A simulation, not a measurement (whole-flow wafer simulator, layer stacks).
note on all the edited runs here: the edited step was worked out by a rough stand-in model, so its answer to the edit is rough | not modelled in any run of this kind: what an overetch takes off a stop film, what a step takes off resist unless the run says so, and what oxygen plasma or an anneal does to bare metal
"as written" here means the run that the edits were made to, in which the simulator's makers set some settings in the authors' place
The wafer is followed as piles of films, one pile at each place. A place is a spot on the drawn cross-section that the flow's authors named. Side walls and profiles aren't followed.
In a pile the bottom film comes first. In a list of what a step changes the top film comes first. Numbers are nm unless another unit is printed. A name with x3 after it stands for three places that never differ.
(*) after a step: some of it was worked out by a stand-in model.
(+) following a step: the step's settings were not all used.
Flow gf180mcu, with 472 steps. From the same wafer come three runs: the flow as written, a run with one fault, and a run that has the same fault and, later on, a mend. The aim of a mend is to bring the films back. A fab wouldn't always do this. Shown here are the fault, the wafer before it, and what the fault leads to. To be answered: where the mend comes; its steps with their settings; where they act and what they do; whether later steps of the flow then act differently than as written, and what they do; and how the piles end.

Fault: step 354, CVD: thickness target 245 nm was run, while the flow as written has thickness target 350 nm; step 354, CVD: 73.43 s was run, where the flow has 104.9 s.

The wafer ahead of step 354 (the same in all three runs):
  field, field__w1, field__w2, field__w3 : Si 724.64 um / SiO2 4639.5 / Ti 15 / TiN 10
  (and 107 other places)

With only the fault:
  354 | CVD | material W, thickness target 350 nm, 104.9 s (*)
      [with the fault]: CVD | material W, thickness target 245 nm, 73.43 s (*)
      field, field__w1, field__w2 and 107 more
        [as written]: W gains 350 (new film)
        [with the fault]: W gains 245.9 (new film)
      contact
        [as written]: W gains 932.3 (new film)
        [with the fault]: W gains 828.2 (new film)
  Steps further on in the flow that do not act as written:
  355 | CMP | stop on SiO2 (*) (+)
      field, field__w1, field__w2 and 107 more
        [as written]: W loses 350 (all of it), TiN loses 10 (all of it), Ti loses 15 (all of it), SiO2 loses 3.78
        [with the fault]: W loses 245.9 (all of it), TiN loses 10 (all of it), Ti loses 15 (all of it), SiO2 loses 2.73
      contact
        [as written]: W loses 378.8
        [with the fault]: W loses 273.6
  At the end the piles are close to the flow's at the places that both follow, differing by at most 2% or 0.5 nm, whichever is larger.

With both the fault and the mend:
  The mend follows step 354.
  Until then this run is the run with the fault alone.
  354a | CVD | material W, thickness target 105 nm, 31.47 s (the flow's step 354, run once more with other settings)
      field, field__w1, field__w2 and 108 more
        W gains 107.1
  Every later step of the flow that is run acts as written, at every place that is followed, to within 2% or 0.5 nm, whichever is larger.
  At the end the piles are close to the flow's at the places that both follow, differing by at most 2% or 0.5 nm, whichever is larger.
